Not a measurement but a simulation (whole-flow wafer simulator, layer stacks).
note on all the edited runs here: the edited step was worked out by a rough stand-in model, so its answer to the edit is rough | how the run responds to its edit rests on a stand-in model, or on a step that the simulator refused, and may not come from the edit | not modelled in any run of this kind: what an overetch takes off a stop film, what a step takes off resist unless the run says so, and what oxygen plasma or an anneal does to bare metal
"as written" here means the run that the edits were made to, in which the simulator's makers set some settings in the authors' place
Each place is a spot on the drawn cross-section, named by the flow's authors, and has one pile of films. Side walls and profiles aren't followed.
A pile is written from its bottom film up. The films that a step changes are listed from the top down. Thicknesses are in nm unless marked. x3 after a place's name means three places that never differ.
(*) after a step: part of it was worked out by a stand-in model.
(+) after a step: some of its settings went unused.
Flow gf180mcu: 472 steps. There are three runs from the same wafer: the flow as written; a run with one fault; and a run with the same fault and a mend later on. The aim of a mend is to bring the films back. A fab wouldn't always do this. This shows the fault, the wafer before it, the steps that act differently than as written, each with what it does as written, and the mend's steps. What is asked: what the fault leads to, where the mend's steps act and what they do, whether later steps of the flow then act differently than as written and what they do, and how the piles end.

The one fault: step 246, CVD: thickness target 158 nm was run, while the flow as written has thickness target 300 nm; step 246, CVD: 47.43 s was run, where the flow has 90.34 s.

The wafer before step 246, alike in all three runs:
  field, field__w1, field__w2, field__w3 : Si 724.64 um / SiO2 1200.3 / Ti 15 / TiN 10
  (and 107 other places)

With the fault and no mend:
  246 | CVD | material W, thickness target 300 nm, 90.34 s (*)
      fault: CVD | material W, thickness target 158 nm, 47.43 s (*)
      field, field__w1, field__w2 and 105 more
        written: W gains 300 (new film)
        fault: W gains 158.1 (new film)
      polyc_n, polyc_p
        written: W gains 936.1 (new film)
        fault: W gains 794.1 (new film)
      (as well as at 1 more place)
  Later steps of the flow acting differently than as written:
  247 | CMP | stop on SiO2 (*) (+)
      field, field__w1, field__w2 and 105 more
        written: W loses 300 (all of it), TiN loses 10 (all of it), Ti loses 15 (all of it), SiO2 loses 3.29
        fault: W loses 158.1 (all of it), TiN loses 10 (all of it), Ti loses 15 (all of it), SiO2 loses 1.85
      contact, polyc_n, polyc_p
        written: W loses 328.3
        fault: W loses 184.9
  The piles end only slightly different from the flow's at the places that both follow, by no more than 2% or 0.5 nm, whichever is larger.

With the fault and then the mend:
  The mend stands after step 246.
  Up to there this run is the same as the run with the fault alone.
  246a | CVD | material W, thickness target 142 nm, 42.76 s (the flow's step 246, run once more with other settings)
      field, field__w1, field__w2 and 108 more
        W gains 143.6
  Every later step of the flow that is run acts as written, at every place that is followed, to within 2% or 0.5 nm, whichever is larger.
  The piles end only slightly different from the flow's at the places that both follow, by no more than 2% or 0.5 nm, whichever is larger.
